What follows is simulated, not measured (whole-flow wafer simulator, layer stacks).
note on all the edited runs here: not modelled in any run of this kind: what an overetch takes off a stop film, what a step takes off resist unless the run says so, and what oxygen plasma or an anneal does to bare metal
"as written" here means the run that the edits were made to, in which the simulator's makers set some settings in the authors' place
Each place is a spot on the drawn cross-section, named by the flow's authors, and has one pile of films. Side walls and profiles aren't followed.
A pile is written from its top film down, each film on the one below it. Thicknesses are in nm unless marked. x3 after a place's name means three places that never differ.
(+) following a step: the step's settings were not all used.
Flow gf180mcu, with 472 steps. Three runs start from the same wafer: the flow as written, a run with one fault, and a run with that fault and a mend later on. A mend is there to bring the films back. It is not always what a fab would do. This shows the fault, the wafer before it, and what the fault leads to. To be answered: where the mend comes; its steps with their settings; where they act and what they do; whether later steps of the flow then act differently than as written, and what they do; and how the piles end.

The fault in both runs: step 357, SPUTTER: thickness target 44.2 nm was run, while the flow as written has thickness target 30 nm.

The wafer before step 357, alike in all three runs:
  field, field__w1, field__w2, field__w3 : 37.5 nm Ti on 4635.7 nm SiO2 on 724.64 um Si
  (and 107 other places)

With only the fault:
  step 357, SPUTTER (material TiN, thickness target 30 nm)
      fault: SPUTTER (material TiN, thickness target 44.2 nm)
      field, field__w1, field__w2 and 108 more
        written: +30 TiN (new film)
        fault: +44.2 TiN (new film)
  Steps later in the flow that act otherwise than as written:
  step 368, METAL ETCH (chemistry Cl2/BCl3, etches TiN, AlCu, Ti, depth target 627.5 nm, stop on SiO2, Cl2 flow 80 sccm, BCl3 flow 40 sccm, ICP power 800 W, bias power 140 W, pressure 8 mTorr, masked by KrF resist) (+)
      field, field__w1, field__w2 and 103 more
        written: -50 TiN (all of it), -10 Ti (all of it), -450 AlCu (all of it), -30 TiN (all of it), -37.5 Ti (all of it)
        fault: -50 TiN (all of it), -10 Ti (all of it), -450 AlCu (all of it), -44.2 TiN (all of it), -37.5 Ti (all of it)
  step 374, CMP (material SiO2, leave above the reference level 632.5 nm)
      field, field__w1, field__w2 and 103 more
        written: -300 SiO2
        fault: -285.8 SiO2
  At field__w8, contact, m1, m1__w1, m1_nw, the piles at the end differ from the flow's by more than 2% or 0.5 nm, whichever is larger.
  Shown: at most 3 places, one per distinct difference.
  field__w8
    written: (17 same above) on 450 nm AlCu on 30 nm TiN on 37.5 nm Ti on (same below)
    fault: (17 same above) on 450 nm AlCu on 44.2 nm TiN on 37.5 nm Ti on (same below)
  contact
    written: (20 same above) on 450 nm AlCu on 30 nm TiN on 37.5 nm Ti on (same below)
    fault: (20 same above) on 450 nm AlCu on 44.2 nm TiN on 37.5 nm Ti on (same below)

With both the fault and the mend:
  After step 357 comes the mend.
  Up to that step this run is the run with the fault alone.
  step 357a, METAL ETCH (chemistry Cl2/BCl3, etches TiN, AlCu, Ti, depth target 14.2 nm, Cl2 flow 80 sccm, BCl3 flow 40 sccm, ICP power 800 W, bias power 140 W, pressure 8 mTorr) (the flow's step 260, run once more with other settings)
      field, field__w1, field__w2 and 108 more
        -14.2 TiN
  Every later step of the flow that is run acts as written at every place that is followed.
  The piles end the same as the flow's at every place that both follow.
